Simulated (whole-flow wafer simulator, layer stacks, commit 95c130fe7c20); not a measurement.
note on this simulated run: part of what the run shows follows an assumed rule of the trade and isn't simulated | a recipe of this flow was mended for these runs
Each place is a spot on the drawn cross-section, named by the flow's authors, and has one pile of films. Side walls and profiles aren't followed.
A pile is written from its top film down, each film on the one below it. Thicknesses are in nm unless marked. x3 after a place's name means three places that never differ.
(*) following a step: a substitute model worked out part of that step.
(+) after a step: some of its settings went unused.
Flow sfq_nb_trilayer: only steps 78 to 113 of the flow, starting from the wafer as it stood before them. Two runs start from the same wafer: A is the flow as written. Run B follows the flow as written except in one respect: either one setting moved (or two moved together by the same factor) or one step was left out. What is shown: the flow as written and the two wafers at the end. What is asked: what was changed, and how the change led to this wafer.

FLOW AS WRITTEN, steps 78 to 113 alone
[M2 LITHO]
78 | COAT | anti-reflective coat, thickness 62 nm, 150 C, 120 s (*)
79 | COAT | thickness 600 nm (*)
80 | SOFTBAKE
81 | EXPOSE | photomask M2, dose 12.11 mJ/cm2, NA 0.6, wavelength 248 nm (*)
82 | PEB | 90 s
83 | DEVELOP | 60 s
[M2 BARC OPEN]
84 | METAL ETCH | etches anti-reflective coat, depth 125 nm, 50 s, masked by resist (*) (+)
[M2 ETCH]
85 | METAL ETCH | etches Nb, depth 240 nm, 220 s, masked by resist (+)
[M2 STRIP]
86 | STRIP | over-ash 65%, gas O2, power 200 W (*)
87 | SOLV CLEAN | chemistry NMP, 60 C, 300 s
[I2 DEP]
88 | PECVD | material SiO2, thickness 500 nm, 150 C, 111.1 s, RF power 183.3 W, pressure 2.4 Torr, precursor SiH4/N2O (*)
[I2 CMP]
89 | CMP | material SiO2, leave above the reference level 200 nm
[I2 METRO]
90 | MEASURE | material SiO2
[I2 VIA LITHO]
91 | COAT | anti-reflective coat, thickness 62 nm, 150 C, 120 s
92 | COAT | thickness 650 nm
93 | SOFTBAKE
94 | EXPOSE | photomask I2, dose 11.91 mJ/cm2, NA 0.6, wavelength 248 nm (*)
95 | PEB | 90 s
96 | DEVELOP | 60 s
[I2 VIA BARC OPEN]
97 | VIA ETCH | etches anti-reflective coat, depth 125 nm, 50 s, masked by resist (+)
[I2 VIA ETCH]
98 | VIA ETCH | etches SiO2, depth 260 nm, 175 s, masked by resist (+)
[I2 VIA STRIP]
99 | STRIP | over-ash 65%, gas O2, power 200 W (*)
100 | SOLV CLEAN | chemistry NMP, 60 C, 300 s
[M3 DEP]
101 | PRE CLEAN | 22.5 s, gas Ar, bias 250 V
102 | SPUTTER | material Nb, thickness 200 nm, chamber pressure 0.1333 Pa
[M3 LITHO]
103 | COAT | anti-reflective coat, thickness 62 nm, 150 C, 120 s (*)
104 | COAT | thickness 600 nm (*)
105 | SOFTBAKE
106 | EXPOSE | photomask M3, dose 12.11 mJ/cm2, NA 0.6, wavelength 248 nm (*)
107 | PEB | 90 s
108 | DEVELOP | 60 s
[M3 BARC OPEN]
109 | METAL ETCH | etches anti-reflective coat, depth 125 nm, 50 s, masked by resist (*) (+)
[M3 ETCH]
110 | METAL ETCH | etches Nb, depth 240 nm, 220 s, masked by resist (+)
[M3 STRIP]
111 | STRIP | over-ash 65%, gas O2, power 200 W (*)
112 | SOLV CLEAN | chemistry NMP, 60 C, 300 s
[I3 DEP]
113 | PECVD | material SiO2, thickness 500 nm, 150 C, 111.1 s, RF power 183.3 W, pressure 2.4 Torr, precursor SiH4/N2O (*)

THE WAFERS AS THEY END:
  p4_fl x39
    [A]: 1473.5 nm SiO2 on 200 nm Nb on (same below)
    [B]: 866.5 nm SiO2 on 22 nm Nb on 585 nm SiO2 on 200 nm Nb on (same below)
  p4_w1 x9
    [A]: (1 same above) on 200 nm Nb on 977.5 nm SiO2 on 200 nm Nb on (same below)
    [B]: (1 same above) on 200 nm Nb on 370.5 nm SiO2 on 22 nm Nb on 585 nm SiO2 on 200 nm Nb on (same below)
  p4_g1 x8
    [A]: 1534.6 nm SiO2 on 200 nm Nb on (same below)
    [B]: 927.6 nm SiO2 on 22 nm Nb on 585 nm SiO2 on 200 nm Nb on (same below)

Cause: step 84, METAL ETCH: etches anti-reflective coat, depth 125 nm, 50 s, masked by resist (*) (+), was not run.

The path from the change to this, step by step:
  85 | METAL ETCH | etches Nb, depth 240 nm, 220 s, masked by resist (+)
      p4_fl x39, p4_w1 x9, p4_g1 x8, wl_d_m1, l0r_line_l x3, m0r_space_l x2: A -200 Nb (all of it), -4 SiO2 | B -62 anti-reflective coat (all of it), -178 Nb
      field_r, lsp_l, ln_m5, lsp_m, ln_m6, lsp_r, l0_sur, l0v: A -200 Nb (all of it), -4 SiO2 | B -62.3 anti-reflective coat (all of it), -177.7 Nb
      (as well as at 14 more places)
  86 | STRIP | over-ash 65%, gas O2, power 200 W (*)
      wl_j_sl x15: A -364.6 KrF-resist-other-grade (all of it), -62 anti-reflective coat (all of it) | B -434 KrF-resist-other-grade (all of it), -62 anti-reflective coat (all of it)
      v_sur: A -360.6 KrF-resist-other-grade (all of it), -64.8 anti-reflective coat (all of it) | B -430.1 KrF-resist-other-grade (all of it), -64.8 anti-reflective coat (all of it)
      (as well as at 6 more places)
  88 | PECVD | material SiO2, thickness 500 nm, 150 C, 111.1 s, RF power 183.3 W, pressure 2.4 Torr, precursor SiH4/N2O (*)
      field_l, be, be_sur and 81 more: A +500 SiO2 | B +500 SiO2 (new film)
  89 | CMP | material SiO2, leave above the reference level 200 nm
      p4_fl x39, p4_w1 x9, p4_g1 x8, wl_d_m1, l0r_line_l x3, m0r_space_l x2: A -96 SiO2 | B -122 SiO2
      field_r, lsp_l, ln_m5, lsp_m, ln_m6, lsp_r, l0_sur, l0v: A -96 SiO2 | B -122.3 SiO2
      (as well as at 14 more places)
With metal films that touch counted as one body, p4_fl x39 has 2 bodies (between them, from the top down: SiO2 585); the flow as written gives 1 body.
With metal films that touch counted as one body, p4_w1 x9 has 3 bodies (between them, from the top down: SiO2 370.5; SiO2 585); the flow as written gives 2 bodies (between them, from the top down: SiO2 977.5).
With metal films that touch counted as one body, p4_g1 x8 has 2 bodies (between them, from the top down: SiO2 585); the flow as written gives 1 body.
